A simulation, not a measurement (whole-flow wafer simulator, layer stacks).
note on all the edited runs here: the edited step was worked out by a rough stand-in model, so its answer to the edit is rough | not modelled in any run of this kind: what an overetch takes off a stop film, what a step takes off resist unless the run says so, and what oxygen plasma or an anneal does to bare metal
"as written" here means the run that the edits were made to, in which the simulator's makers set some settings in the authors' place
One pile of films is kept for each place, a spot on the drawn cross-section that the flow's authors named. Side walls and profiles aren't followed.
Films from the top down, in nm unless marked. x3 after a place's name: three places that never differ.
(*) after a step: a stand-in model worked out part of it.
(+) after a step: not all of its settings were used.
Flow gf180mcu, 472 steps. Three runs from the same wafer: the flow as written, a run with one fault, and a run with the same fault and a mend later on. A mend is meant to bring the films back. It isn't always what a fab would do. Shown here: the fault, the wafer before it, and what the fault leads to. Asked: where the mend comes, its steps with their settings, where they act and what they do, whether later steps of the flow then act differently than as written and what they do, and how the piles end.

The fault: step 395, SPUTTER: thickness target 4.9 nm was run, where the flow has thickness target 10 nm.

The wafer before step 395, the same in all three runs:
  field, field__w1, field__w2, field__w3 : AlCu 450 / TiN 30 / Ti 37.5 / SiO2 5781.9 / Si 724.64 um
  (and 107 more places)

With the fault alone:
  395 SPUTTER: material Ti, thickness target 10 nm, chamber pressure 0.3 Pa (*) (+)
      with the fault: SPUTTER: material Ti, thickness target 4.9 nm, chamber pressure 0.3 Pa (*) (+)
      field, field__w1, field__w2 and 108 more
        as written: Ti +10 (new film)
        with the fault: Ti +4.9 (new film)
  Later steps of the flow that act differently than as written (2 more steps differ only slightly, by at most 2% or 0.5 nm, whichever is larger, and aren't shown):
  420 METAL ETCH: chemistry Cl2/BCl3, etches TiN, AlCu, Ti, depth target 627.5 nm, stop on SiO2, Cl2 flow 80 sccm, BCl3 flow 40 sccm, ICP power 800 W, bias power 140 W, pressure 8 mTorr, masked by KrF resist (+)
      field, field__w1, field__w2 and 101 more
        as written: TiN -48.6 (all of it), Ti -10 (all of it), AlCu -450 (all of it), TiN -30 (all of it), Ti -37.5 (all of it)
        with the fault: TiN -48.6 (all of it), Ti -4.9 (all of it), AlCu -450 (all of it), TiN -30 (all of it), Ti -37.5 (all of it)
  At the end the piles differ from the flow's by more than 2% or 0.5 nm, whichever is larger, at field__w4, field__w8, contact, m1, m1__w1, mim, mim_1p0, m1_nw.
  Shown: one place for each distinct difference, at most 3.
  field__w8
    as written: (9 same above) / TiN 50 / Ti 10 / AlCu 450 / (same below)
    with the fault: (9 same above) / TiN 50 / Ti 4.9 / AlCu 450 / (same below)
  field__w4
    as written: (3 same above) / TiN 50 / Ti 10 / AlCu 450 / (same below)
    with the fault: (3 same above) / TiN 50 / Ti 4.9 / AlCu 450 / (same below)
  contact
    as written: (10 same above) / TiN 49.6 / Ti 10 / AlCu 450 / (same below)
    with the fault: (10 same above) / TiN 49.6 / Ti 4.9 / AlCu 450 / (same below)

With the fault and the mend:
  The mend comes after step 395.
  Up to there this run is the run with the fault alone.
  395a SPUTTER: material Ti, thickness target 5.1 nm, chamber pressure 0.3 Pa (*) (+) (the flow's step 395 once more, with other settings)
      field, field__w1, field__w2 and 108 more
        Ti +5.1
  No later step of the flow acts differently than as written at any place that is followed.
  At the end the piles are the same as the flow's at every place that both follow.
